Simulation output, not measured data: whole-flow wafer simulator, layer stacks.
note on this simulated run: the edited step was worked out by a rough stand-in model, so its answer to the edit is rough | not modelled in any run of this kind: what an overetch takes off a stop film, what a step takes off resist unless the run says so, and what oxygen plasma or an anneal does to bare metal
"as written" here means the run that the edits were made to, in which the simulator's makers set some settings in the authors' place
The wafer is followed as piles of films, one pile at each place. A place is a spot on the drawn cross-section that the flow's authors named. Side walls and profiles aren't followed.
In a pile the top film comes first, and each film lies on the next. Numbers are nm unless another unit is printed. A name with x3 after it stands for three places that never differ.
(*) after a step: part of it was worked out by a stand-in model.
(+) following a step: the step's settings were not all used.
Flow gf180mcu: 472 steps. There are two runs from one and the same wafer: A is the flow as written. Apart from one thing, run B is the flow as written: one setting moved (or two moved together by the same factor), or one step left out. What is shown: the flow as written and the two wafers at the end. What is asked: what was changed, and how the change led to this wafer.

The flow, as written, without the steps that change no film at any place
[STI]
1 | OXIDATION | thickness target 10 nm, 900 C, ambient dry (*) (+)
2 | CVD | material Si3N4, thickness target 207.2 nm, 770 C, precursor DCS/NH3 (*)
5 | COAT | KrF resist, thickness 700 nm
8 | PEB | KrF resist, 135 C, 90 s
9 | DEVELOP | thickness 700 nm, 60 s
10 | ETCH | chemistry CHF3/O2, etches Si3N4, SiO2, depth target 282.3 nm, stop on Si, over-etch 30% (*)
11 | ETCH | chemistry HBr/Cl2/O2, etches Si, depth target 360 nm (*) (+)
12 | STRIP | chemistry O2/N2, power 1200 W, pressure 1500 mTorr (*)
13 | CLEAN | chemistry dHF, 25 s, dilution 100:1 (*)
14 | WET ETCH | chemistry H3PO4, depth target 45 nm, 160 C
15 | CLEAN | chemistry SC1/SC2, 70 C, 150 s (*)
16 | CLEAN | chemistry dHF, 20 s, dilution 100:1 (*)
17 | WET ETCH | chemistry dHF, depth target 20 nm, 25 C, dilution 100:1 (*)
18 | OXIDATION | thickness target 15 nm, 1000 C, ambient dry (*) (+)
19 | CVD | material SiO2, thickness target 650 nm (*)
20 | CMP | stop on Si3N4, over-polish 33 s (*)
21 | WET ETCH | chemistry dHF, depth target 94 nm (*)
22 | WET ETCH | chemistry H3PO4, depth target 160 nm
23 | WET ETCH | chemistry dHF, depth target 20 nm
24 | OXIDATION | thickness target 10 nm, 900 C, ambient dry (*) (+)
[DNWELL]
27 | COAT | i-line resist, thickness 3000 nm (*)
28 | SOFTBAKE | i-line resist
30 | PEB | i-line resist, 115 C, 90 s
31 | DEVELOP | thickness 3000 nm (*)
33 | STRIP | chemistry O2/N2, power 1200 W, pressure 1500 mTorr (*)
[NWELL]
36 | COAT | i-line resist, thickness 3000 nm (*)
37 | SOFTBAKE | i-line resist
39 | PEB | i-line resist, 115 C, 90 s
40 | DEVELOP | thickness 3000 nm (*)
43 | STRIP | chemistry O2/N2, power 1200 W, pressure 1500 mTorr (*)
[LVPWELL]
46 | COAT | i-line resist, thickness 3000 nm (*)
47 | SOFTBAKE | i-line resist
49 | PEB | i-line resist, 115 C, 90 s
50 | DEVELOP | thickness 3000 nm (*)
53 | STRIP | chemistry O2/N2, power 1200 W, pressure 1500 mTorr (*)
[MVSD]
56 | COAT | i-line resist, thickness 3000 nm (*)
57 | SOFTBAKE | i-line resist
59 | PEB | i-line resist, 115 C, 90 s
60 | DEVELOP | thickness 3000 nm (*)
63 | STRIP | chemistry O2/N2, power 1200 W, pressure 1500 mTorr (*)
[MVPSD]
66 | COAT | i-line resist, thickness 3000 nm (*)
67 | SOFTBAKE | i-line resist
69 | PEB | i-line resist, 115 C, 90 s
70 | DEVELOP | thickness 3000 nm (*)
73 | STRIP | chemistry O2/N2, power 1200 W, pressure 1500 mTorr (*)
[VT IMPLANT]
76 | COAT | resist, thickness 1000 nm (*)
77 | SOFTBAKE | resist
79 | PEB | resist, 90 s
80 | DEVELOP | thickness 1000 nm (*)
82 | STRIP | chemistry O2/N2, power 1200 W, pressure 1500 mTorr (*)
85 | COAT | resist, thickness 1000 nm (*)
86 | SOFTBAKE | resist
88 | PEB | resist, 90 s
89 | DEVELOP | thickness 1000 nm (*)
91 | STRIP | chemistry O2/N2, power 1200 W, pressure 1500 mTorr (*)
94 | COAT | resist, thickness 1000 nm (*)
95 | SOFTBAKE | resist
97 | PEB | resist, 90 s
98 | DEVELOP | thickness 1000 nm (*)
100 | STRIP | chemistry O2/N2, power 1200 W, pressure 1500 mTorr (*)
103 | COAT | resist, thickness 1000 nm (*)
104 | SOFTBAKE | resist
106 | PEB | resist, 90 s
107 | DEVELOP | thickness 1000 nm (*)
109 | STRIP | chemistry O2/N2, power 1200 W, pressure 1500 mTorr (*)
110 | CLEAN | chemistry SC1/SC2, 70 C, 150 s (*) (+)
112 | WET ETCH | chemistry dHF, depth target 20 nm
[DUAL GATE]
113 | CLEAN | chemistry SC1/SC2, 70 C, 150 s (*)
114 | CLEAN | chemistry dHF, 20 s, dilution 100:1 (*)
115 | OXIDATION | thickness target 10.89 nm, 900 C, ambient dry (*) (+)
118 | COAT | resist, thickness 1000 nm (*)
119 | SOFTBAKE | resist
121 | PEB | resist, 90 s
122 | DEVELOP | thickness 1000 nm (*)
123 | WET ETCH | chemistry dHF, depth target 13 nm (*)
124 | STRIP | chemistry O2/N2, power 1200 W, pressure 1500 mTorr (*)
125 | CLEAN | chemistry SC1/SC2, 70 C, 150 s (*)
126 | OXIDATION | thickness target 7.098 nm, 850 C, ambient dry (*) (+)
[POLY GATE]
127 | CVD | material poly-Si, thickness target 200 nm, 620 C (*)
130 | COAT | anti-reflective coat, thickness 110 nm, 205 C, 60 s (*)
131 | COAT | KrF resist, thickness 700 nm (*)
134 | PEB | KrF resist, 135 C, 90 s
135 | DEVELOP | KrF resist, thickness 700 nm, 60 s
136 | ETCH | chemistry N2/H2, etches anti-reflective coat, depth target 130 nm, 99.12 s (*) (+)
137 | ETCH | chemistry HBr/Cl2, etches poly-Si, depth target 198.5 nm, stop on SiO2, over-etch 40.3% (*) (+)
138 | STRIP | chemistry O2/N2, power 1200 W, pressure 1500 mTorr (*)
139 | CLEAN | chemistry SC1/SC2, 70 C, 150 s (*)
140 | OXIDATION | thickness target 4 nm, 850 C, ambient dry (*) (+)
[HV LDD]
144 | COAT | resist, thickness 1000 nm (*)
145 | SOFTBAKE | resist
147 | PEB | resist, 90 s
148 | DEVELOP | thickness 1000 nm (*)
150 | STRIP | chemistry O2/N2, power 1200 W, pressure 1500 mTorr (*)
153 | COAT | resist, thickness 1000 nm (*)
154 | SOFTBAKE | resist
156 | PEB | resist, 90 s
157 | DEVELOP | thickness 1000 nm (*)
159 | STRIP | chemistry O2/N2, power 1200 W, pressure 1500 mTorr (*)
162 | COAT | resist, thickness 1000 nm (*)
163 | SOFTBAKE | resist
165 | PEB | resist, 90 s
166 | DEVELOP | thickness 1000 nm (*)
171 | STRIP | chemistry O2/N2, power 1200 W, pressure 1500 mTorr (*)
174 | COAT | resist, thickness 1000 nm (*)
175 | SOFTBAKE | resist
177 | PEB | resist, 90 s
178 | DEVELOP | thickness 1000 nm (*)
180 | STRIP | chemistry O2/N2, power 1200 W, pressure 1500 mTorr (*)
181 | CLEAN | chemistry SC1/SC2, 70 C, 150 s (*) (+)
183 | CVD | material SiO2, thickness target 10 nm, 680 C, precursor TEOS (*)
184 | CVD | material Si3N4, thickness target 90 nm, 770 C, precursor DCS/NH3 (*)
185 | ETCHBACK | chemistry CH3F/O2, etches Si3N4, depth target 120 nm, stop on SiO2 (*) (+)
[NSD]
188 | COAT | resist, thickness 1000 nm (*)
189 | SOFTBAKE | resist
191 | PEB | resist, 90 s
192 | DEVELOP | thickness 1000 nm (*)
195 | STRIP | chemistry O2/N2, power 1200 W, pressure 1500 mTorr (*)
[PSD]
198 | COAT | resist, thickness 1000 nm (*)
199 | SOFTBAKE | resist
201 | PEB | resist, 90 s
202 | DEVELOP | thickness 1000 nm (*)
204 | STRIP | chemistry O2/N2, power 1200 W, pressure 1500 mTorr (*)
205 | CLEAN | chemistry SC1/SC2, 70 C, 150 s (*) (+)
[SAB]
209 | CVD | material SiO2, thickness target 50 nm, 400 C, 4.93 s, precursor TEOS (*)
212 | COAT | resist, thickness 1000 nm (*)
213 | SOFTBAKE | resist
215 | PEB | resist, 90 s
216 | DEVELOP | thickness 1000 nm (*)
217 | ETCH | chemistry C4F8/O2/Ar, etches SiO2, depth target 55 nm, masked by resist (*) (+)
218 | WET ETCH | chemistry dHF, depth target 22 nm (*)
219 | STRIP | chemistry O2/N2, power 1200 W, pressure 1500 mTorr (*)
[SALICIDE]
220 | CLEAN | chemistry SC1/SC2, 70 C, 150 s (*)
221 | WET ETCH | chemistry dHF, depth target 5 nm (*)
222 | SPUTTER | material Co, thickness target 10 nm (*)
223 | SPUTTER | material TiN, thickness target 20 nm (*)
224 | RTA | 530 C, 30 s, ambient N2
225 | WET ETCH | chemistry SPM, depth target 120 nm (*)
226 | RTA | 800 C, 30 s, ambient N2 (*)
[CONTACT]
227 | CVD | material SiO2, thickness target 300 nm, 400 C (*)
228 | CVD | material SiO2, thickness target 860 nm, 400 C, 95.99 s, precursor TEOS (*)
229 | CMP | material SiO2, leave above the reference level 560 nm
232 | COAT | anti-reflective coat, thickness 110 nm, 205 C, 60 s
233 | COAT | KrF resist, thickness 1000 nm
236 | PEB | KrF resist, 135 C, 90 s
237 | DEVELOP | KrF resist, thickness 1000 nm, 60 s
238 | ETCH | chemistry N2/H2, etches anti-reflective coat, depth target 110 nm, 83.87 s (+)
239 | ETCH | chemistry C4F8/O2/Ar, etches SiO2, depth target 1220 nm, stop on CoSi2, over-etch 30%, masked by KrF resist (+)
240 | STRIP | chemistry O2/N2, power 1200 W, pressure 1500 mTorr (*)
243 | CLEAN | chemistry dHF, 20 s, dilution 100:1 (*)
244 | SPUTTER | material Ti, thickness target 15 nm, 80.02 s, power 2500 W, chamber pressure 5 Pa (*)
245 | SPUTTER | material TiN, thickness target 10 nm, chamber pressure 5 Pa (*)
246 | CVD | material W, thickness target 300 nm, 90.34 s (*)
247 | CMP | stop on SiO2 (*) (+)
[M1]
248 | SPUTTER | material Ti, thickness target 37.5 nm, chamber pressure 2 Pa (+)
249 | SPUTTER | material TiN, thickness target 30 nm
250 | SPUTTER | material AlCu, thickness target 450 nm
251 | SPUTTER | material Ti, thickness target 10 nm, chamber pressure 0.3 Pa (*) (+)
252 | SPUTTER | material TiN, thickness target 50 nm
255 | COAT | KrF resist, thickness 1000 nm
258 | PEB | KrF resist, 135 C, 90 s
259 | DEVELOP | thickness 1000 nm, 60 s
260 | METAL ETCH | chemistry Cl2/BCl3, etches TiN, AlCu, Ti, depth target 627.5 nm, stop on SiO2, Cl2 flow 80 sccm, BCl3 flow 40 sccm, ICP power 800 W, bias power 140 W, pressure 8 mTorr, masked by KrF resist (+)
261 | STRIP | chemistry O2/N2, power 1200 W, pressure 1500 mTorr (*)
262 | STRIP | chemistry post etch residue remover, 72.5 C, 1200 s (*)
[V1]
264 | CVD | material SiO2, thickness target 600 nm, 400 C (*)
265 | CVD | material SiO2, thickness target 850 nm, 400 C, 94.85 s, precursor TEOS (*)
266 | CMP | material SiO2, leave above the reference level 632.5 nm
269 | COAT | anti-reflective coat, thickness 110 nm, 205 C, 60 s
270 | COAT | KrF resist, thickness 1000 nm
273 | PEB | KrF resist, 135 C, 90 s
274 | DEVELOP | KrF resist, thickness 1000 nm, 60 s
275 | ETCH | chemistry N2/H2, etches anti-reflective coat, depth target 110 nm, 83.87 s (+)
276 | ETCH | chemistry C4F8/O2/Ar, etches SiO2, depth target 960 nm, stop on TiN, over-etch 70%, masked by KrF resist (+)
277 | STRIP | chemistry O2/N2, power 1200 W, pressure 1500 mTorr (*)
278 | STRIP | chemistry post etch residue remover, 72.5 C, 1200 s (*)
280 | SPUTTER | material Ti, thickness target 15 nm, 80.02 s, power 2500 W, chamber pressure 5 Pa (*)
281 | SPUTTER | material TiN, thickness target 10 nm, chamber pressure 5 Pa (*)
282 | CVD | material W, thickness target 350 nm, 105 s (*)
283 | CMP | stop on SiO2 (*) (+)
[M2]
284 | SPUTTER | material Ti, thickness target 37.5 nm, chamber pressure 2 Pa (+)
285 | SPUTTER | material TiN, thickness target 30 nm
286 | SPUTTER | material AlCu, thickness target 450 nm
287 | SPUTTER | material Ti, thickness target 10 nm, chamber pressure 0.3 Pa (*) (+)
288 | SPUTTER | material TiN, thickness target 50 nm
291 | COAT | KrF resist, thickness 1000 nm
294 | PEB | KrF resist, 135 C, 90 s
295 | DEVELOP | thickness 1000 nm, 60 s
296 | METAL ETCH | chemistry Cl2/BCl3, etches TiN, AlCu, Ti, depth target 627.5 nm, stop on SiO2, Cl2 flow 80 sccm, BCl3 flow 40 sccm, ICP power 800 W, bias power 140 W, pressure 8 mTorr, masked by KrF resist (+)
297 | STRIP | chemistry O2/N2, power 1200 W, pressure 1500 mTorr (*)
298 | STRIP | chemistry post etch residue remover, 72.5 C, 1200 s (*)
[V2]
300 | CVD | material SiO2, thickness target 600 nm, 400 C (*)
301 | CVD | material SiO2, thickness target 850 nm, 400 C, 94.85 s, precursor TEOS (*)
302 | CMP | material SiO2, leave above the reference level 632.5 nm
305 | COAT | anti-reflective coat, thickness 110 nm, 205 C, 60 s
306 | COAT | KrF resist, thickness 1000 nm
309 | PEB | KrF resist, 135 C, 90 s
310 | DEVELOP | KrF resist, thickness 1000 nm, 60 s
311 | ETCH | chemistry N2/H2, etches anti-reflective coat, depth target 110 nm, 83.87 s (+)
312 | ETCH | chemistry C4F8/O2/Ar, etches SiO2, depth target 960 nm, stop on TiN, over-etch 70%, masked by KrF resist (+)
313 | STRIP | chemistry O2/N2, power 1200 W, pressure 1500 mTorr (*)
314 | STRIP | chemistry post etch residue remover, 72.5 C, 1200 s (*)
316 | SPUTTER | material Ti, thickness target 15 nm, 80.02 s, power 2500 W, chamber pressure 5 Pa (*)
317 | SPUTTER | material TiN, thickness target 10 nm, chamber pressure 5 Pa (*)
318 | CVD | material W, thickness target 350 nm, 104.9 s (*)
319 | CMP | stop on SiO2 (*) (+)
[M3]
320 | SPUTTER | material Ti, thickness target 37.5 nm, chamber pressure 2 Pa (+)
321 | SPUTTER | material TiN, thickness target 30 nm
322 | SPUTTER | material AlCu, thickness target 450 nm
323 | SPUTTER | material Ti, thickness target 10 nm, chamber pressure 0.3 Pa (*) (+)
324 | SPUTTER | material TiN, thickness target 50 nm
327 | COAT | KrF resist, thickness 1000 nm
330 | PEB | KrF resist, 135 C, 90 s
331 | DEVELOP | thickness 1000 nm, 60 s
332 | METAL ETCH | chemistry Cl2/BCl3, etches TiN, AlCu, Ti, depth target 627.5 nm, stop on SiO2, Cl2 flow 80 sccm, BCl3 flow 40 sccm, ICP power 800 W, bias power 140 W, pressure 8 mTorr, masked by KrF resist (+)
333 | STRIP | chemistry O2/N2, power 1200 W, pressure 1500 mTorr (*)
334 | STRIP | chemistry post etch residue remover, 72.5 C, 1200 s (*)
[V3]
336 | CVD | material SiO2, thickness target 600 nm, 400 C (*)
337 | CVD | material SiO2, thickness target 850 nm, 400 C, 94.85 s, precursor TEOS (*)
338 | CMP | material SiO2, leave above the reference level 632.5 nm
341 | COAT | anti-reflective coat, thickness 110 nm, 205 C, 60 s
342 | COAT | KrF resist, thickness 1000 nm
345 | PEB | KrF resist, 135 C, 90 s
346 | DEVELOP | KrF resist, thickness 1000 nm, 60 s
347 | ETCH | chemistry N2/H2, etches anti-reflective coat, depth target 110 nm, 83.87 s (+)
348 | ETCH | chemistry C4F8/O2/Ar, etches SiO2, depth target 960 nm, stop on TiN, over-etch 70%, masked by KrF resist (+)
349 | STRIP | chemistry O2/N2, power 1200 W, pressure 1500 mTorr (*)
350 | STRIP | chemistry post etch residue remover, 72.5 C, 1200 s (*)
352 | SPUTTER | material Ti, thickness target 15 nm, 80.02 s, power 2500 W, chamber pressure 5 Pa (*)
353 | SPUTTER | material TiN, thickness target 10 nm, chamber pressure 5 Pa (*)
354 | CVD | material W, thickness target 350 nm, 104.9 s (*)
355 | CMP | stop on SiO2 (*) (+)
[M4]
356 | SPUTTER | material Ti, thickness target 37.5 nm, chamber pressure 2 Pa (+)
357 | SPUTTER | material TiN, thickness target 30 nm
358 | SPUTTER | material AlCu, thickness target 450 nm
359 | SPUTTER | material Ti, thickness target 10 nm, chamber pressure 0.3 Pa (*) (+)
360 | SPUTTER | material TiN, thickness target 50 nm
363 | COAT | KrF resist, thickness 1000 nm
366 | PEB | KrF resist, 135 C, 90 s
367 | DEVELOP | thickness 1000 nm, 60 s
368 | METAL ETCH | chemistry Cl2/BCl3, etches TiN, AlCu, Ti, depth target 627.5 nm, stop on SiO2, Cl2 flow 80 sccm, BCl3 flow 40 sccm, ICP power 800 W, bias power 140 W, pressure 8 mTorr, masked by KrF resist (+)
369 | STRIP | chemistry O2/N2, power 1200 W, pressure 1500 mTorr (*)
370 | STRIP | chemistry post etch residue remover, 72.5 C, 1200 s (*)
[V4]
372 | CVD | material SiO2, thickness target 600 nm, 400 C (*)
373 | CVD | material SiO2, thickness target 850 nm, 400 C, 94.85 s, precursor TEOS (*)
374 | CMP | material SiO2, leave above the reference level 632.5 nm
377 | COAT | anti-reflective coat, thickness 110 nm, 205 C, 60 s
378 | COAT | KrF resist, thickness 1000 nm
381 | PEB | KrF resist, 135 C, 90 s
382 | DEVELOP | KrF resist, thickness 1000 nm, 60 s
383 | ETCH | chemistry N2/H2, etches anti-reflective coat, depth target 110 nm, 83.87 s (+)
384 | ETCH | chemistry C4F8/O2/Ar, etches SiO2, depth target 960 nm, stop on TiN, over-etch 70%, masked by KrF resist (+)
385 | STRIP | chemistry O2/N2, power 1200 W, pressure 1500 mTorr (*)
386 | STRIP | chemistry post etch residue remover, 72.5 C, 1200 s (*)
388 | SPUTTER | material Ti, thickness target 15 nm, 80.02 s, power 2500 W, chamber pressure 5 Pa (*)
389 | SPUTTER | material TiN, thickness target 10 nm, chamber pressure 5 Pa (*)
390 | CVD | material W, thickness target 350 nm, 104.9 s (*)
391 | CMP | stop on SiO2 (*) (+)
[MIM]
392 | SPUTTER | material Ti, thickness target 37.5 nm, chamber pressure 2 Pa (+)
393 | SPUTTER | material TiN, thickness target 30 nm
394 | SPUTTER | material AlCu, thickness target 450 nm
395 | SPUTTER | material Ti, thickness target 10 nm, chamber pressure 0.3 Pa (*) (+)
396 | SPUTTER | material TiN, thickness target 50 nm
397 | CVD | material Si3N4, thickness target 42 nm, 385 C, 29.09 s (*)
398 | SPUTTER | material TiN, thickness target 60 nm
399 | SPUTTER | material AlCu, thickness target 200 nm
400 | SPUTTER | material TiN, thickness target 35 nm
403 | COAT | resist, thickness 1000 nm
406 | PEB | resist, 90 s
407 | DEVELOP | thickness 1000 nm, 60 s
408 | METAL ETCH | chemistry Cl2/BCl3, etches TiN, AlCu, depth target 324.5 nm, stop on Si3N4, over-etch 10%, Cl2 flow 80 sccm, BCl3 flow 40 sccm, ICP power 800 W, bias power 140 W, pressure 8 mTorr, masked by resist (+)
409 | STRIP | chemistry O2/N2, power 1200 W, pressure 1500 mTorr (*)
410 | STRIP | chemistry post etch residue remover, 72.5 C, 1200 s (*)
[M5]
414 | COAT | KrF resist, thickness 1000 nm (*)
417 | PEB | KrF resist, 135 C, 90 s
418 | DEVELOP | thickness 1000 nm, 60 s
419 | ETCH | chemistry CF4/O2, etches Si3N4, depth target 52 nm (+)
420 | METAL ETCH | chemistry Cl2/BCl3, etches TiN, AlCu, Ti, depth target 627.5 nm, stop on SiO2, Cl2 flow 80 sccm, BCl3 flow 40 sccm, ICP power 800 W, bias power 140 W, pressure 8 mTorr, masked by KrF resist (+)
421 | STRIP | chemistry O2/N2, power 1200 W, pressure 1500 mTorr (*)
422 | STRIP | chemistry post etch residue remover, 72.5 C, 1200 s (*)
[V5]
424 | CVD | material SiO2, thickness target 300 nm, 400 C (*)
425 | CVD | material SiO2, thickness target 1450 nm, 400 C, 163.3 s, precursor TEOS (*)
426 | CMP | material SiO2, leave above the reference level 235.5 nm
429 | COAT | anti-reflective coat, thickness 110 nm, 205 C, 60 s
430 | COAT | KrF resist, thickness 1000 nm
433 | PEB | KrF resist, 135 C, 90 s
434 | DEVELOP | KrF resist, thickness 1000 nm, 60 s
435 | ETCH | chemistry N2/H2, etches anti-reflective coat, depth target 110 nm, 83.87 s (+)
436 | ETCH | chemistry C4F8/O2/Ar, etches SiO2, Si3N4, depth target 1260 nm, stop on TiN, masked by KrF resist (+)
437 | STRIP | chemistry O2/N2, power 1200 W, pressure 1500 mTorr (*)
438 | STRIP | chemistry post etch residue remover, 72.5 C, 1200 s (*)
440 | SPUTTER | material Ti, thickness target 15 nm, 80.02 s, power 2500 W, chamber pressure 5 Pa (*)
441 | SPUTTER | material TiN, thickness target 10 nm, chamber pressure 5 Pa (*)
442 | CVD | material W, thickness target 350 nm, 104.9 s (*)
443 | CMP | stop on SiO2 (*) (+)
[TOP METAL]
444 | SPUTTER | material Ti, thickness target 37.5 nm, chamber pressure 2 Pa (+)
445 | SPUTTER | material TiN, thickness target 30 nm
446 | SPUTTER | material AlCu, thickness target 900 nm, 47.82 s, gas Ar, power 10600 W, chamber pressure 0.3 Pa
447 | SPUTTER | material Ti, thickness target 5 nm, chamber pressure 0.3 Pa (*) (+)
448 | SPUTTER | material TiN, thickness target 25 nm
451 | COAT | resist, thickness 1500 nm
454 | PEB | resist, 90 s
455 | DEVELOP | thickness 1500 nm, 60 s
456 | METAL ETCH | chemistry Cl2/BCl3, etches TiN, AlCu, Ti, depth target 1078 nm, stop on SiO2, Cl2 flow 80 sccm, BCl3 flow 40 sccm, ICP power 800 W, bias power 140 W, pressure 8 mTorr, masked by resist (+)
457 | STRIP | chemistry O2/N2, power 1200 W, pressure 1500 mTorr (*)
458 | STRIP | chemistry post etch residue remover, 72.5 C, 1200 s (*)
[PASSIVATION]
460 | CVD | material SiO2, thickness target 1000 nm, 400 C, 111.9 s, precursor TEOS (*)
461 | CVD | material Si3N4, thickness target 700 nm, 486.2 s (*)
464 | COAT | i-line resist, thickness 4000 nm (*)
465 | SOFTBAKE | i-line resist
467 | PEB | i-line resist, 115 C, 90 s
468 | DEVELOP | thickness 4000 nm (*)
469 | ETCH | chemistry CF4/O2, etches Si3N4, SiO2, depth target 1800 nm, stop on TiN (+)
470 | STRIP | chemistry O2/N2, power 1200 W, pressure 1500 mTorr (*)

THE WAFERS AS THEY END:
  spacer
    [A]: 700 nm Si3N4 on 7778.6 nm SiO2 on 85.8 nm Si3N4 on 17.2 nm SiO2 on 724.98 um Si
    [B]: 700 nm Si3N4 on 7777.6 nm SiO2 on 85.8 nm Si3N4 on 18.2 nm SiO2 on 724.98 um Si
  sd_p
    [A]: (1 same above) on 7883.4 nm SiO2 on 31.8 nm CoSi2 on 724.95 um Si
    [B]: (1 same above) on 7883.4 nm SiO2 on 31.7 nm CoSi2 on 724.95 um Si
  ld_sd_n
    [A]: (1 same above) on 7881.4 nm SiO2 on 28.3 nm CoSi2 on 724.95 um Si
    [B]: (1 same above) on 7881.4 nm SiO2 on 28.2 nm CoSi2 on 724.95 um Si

What caused this: step 183, CVD: thickness target 11 nm was run, whereas the flow has thickness target 10 nm.

How this came from the change, step by step:
  183 | CVD | material SiO2, thickness target 10 nm, 680 C, precursor TEOS (*)
      field, field__w1, field__w2 and 99 more: A +10 SiO2 | B +11 SiO2
      ld_drift_p: A +9.87 SiO2 | B +10.9 SiO2
      (and at 1 other place as well)
  189 | SOFTBAKE | resist
      field__w9: A +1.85 resist | B -1.05 resist
      nw_enc_fld_lv__w3: A +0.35 resist | B -0.51 resist
  199 | SOFTBAKE | resist
      field__w9: A +1.85 resist | B -1.05 resist
      nw_enc_fld_lv__w3: A +0.35 resist | B -0.51 resist
  218 | WET ETCH | chemistry dHF, depth target 22 nm (*)
      gate, gate_hv, gate_p and 23 more: A -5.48 SiO2 (all of it) | B -6.48 SiO2 (all of it)
      active, p_well, sd_n, iso_ptap_pw, iso_ntap_nw, iso_ptap_sub, vpnp_e: A -9.01 SiO2 (all of it) | B -10 SiO2 (all of it)
      (and at 16 other places as well)
